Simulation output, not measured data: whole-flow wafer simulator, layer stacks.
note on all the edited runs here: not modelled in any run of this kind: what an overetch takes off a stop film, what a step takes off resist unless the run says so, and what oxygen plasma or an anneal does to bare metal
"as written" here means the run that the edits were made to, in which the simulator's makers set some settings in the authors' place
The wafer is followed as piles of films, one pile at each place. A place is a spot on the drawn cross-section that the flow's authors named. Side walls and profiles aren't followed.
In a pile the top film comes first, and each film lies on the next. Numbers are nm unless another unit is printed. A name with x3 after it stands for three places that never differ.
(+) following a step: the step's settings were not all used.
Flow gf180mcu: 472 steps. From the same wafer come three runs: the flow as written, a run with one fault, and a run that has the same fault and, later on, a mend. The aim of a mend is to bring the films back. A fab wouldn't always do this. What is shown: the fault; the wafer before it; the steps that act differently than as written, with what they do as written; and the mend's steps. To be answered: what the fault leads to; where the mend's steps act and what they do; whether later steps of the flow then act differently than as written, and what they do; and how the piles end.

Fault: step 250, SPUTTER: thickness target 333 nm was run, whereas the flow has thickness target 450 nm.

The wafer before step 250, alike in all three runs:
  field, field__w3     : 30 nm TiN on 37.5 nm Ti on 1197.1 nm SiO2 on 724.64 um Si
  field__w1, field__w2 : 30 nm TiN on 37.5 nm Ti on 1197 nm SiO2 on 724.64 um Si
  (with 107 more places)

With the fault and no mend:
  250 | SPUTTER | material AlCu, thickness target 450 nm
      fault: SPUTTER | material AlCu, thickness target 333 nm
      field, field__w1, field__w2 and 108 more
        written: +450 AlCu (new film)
        fault: +333 AlCu (new film)
  Steps further on in the flow that do not act as written:
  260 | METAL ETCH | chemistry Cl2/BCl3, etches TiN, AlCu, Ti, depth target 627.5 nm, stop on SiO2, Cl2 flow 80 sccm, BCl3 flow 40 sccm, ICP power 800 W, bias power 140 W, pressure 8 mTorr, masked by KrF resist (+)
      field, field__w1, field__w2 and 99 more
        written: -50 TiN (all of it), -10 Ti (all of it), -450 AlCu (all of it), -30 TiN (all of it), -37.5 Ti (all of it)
        fault: -50 TiN (all of it), -10 Ti (all of it), -333 AlCu (all of it), -30 TiN (all of it), -37.5 Ti (all of it)
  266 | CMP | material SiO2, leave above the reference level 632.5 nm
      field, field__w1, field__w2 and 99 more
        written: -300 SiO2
        fault: -417 SiO2
  By the end, the piles at field__w4, field__w8, contact and 9 more depart from the flow's by more than 2% or 0.5 nm, whichever is larger.
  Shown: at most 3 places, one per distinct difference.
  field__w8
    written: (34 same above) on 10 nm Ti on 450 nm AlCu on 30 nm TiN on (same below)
    fault: (34 same above) on 10 nm Ti on 333 nm AlCu on 30 nm TiN on (same below)
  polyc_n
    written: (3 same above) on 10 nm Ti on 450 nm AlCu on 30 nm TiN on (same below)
    fault: (3 same above) on 10 nm Ti on 333 nm AlCu on 30 nm TiN on (same below)
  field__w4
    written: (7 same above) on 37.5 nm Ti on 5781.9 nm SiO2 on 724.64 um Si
    fault: (7 same above) on 37.5 nm Ti on 5664.9 nm SiO2 on 724.64 um Si

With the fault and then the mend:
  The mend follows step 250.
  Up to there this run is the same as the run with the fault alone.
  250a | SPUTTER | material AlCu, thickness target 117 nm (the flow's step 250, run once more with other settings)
      field, field__w1, field__w2 and 108 more
        +117 AlCu
  None of the later steps of the flow acts differently than as written at any place that is followed.
  The piles end the same as the flow's at every place that both follow.
